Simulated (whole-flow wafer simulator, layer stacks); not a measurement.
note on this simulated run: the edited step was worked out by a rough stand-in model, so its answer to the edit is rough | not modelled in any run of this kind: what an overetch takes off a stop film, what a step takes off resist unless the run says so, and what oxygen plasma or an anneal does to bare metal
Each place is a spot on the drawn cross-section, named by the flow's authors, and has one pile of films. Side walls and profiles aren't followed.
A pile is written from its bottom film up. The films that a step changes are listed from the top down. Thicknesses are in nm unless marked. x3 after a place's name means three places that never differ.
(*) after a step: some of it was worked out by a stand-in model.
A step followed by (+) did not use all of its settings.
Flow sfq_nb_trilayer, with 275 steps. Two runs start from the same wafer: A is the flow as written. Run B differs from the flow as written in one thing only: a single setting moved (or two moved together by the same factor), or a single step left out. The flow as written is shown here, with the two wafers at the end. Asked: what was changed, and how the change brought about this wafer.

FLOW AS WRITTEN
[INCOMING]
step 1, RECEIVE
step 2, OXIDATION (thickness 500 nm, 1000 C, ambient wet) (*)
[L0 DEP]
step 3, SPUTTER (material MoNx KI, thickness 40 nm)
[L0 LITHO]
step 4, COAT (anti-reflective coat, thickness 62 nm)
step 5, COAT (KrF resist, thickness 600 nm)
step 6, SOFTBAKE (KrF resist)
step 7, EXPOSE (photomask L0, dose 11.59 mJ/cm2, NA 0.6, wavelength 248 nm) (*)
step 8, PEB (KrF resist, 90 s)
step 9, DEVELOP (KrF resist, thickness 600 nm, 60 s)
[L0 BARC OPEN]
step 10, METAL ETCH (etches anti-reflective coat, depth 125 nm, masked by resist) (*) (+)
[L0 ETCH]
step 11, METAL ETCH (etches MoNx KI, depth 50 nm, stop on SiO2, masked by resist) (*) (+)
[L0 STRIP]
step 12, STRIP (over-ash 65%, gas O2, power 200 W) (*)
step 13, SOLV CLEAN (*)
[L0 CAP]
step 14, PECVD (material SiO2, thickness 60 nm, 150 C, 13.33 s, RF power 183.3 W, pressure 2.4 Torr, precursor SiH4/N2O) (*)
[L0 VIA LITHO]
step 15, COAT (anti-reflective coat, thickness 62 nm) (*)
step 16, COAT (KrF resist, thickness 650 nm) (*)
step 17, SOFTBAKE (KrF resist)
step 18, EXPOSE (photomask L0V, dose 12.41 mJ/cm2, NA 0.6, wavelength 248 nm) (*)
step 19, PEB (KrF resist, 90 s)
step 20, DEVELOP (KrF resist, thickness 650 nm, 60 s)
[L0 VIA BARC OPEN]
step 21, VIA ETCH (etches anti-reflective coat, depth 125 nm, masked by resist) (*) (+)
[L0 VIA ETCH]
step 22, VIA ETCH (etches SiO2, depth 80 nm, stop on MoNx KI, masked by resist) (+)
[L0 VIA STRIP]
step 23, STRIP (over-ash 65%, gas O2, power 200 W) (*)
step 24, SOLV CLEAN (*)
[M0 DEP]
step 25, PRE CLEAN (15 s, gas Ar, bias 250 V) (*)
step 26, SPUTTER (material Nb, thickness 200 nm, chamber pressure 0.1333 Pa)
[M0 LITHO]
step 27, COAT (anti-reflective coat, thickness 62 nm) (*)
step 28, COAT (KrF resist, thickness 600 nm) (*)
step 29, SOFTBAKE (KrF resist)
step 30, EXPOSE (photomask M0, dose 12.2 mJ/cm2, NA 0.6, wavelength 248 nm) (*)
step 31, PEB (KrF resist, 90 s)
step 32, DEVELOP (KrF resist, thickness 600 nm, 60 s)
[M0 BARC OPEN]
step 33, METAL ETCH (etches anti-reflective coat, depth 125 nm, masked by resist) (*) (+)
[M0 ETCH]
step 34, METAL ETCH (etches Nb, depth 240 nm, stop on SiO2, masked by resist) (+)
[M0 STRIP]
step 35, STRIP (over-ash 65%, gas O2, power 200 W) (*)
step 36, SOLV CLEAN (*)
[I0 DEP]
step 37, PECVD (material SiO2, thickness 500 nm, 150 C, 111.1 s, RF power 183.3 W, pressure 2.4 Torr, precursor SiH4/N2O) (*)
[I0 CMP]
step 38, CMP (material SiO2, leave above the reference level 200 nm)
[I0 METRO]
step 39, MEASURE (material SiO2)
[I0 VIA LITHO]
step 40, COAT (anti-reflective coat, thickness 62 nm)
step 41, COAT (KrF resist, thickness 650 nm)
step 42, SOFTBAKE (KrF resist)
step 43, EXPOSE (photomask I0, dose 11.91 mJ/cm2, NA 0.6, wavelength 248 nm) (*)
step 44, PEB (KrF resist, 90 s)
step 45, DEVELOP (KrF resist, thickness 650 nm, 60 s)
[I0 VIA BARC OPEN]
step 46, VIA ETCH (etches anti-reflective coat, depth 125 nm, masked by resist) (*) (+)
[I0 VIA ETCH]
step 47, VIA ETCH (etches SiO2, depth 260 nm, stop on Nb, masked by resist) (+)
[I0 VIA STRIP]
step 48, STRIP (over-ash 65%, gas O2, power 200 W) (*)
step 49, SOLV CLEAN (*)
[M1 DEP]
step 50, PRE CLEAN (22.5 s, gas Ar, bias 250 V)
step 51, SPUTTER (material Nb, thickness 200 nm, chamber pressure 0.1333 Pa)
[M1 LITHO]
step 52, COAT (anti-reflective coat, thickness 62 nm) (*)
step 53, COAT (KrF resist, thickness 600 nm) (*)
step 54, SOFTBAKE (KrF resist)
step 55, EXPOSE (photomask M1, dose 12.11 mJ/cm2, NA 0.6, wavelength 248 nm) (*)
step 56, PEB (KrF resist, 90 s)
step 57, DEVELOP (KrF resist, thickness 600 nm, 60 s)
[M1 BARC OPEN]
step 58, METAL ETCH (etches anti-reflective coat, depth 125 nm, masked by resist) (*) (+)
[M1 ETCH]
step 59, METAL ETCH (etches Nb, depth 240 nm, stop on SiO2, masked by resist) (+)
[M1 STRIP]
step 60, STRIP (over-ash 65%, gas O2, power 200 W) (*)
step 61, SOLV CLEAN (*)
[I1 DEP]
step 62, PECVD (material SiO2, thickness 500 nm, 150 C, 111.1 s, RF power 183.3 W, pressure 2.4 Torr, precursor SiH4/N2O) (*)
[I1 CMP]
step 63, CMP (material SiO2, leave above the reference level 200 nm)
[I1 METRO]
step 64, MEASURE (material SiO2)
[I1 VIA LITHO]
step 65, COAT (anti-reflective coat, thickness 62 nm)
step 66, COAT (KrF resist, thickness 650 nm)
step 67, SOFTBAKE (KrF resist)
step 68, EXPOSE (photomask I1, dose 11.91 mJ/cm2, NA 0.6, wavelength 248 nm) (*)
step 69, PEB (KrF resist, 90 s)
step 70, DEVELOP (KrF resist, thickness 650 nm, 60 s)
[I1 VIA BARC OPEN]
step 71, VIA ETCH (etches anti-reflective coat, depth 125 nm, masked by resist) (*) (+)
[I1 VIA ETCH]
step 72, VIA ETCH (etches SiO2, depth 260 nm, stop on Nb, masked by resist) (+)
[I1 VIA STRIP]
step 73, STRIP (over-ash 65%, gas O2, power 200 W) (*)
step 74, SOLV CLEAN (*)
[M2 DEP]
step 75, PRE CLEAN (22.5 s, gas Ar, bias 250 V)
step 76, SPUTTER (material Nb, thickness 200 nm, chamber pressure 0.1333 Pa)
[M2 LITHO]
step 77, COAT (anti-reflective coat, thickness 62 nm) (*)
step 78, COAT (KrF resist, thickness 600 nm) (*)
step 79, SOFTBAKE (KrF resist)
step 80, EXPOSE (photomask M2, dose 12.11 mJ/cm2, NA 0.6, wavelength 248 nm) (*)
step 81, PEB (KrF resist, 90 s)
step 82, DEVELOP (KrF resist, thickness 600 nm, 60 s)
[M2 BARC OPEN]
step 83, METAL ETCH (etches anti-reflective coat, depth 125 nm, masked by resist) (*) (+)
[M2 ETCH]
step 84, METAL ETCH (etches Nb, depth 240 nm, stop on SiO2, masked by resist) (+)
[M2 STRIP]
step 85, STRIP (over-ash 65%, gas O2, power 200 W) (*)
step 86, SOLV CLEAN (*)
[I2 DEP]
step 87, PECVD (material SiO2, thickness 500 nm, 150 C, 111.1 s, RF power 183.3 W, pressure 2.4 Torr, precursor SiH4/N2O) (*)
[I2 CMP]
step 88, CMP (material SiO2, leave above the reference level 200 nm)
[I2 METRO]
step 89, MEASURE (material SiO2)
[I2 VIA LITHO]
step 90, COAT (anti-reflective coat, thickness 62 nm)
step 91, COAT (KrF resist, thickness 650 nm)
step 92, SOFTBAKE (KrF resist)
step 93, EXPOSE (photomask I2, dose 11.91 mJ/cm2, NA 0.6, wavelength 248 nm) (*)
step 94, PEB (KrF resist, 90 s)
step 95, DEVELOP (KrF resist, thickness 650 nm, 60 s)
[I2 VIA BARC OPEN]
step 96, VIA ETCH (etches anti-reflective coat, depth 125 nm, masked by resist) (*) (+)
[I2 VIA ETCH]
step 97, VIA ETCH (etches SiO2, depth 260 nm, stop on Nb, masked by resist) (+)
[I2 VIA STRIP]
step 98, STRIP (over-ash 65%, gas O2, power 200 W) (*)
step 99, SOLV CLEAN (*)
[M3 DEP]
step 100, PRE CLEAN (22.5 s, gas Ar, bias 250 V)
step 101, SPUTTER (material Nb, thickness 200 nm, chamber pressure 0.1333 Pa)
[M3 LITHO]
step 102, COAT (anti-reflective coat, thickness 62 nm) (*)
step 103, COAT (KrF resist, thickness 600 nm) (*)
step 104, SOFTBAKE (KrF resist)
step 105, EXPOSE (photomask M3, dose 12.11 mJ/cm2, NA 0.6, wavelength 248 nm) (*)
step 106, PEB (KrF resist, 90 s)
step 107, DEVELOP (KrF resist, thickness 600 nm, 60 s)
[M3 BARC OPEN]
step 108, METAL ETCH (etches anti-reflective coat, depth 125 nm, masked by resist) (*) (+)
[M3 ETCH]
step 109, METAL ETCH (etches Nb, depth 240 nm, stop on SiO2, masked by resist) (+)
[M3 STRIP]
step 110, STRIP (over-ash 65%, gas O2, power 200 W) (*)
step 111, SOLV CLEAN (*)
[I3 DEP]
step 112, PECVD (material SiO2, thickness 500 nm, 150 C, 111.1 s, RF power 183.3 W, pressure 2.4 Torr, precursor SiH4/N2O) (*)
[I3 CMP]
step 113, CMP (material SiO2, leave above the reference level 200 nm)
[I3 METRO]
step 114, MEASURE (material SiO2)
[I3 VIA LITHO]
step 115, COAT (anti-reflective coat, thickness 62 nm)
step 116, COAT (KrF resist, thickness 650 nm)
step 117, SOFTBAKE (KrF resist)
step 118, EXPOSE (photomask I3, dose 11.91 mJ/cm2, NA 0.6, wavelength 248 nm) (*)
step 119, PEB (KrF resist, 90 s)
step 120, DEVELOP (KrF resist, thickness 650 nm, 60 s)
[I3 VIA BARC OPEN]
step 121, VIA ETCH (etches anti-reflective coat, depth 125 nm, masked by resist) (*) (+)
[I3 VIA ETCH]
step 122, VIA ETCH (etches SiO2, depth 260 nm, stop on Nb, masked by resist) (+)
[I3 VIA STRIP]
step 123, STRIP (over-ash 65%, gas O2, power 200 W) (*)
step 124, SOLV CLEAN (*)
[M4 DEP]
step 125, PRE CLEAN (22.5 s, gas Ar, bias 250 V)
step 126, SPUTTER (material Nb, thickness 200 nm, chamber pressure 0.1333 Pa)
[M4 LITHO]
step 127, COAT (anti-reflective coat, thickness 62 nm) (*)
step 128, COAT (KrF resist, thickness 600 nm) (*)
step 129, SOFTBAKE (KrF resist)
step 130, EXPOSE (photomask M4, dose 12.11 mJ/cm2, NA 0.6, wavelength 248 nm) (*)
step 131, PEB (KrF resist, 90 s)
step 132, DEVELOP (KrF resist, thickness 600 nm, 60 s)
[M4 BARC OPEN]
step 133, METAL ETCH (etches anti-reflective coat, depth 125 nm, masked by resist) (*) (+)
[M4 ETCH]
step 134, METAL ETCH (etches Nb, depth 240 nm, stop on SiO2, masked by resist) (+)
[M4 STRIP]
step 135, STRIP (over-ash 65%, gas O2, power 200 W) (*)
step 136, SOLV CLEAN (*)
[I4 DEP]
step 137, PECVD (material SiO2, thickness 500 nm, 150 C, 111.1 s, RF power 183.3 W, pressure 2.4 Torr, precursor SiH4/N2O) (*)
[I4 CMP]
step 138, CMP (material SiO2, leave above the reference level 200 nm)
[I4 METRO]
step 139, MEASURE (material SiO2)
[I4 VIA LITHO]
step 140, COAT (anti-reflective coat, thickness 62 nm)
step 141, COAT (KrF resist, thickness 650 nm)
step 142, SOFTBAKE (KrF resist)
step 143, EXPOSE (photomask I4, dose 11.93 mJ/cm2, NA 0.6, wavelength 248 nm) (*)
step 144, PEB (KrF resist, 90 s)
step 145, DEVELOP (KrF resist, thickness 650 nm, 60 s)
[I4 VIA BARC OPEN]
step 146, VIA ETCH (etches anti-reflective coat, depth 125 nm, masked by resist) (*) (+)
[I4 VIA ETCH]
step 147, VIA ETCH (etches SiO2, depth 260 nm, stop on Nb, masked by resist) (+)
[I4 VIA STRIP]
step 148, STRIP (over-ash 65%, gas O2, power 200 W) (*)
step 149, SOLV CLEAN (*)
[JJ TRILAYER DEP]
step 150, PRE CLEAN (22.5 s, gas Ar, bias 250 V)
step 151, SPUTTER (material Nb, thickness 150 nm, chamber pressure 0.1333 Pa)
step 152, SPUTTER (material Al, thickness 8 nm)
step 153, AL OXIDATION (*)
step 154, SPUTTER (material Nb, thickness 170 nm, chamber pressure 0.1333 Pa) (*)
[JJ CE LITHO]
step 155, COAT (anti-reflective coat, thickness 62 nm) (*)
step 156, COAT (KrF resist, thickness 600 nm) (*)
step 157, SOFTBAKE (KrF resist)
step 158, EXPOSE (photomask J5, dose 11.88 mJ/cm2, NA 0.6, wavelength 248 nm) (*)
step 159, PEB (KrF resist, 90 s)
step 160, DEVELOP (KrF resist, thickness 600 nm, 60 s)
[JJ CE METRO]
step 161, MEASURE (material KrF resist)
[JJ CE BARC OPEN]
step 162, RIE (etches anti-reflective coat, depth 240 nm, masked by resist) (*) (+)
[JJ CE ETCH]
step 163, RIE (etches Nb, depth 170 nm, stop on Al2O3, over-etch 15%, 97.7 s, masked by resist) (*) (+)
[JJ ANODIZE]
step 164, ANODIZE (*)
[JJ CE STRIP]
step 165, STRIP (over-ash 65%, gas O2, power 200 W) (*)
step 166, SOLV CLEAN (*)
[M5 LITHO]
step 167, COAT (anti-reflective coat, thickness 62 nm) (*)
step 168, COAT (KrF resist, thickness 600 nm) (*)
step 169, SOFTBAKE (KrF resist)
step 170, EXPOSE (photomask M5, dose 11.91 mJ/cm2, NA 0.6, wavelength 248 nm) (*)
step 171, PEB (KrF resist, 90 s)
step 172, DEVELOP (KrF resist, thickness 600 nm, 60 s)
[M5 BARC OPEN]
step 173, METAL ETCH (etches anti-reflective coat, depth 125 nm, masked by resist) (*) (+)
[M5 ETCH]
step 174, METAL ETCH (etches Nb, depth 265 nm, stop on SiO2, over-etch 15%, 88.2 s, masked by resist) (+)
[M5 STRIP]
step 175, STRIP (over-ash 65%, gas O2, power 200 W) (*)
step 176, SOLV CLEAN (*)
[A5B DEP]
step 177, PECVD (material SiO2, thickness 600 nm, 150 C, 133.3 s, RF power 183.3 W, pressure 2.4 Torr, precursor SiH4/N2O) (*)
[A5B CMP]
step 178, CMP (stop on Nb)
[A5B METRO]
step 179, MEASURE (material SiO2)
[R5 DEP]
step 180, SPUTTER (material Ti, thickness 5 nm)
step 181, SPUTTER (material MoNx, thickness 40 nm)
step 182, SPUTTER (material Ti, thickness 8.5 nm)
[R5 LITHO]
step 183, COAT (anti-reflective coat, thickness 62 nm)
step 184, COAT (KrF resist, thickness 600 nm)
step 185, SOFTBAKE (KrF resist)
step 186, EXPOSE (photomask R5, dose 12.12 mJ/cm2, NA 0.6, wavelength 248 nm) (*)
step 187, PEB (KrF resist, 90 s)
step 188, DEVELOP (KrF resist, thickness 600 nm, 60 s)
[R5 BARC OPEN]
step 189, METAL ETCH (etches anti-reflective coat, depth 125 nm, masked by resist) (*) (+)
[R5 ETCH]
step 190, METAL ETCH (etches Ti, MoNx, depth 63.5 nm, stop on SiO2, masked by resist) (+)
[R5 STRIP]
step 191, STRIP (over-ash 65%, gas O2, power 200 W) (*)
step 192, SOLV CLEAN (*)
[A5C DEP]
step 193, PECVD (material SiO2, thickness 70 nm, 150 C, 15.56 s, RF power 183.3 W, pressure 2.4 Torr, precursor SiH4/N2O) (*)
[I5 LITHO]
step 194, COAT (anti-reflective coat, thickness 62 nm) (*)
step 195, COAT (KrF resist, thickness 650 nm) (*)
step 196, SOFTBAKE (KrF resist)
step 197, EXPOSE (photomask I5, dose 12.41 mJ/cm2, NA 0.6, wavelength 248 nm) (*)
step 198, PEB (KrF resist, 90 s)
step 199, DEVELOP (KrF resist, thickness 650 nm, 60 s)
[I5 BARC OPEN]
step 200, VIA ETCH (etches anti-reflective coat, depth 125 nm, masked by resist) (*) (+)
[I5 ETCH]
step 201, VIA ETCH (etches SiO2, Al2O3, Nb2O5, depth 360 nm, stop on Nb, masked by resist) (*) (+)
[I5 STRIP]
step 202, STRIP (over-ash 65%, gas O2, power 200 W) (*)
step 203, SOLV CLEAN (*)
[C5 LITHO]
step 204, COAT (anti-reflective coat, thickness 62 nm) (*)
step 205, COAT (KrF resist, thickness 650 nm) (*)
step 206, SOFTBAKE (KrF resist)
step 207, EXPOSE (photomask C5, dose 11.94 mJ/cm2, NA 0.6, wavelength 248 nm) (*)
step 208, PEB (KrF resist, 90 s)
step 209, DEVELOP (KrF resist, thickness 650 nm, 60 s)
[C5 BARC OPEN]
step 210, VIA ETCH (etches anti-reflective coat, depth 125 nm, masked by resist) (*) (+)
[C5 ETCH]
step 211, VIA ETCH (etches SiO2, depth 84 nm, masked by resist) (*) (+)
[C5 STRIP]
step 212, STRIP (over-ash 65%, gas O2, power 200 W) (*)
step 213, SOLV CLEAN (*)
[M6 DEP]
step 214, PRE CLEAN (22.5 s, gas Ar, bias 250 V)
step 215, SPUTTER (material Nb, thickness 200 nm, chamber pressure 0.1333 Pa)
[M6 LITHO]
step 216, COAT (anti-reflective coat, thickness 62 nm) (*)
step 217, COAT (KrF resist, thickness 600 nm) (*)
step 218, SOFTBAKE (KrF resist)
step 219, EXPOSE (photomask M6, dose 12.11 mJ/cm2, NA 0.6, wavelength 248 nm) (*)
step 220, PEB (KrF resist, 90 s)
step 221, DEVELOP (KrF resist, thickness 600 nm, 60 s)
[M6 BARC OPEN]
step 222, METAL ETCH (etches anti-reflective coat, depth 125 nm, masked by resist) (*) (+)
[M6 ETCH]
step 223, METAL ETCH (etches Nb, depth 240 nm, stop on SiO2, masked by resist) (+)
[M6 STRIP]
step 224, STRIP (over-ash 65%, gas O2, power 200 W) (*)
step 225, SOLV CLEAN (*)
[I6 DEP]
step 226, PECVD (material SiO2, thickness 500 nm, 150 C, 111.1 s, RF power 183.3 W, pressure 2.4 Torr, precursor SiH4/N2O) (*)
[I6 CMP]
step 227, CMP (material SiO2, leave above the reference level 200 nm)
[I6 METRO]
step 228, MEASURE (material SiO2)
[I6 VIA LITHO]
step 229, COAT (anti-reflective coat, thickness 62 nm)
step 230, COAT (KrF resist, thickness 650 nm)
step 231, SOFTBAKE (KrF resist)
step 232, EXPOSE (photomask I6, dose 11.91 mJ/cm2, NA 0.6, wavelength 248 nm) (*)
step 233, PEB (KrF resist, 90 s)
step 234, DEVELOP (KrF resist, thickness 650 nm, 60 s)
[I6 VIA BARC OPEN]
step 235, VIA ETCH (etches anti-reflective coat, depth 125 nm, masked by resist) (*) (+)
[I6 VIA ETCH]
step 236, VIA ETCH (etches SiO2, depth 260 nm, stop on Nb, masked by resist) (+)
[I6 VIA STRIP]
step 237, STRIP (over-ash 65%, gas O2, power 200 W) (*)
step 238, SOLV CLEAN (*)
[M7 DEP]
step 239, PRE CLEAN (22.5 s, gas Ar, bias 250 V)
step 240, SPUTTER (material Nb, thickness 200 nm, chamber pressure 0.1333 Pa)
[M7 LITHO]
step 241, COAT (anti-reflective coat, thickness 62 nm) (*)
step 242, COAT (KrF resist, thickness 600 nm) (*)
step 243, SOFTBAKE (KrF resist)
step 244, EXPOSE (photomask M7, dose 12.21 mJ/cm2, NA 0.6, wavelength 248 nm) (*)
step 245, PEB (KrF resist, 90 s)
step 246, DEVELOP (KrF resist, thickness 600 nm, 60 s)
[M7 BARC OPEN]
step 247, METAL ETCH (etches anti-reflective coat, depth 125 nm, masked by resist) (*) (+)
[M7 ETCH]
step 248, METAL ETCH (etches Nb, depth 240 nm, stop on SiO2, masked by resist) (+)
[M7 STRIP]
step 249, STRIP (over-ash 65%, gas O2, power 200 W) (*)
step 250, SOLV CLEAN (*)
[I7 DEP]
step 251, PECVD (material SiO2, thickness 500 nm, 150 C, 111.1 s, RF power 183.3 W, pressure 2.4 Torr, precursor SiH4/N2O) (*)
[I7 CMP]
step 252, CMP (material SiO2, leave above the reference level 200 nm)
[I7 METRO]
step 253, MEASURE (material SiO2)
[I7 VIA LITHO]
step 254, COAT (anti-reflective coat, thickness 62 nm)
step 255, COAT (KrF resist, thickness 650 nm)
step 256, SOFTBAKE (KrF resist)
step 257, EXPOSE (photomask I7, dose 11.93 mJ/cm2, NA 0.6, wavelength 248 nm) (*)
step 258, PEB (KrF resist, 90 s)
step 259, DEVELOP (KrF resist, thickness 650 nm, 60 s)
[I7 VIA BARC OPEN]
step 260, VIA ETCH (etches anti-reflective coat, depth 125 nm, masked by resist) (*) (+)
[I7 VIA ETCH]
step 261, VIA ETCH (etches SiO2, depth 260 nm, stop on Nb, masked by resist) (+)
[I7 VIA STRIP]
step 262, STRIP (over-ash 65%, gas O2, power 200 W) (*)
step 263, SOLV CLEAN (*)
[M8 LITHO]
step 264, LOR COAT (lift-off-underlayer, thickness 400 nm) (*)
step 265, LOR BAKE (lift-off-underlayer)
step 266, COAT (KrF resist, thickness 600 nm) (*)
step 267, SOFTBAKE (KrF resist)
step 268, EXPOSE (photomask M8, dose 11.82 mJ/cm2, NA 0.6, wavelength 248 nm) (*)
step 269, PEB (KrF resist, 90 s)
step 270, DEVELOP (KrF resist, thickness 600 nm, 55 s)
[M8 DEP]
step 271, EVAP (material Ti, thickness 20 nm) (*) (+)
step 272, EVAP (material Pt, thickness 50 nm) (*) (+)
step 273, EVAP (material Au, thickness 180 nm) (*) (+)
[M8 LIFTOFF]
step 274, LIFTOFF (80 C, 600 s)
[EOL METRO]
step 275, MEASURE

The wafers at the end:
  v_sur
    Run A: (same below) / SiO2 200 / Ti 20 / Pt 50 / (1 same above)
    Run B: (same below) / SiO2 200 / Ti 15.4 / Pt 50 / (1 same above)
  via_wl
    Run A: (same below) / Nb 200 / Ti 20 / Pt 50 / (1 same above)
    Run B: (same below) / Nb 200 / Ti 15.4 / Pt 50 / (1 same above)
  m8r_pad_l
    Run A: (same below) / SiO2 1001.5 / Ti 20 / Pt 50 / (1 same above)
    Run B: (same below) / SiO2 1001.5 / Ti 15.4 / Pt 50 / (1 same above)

What caused this: step 271, EVAP: thickness 15.4 nm was run, while the flow as written has thickness 20 nm.
One can read it off the wafer: v_sur has Ti 15.4, and step 271 as written asks for 20 nm.

Step by step, how the change led to this:
  step 271, EVAP (material Ti, thickness 20 nm) (*) (+)
      field_l, v_sur, via_wl and 103 more: A Ti gains 20 (new film) | B Ti gains 15.4 (new film)
  step 274, LIFTOFF (80 C, 600 s)
      p4_fl, p4_fm, p4_w1 and 71 more: A Au loses 180 (all of it), Pt loses 50 (all of it), Ti loses 20 (all of it), KrF resist loses 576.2 (all of it), lift-off-underlayer loses 400 (all of it) | B Au loses 180 (all of it), Pt loses 50 (all of it), Ti loses 15.4 (all of it), KrF resist loses 576.2 (all of it), lift-off-underlayer loses 400 (all of it)
      c5j, ce_r: A Au loses 180 (all of it), Pt loses 50 (all of it), Ti loses 20 (all of it), KrF resist loses 573.3 (all of it), lift-off-underlayer loses 399.3 (all of it) | B Au loses 180 (all of it), Pt loses 50 (all of it), Ti loses 15.4 (all of it), KrF resist loses 573.3 (all of it), lift-off-underlayer loses 399.3 (all of it)
      (also at 19 further places)
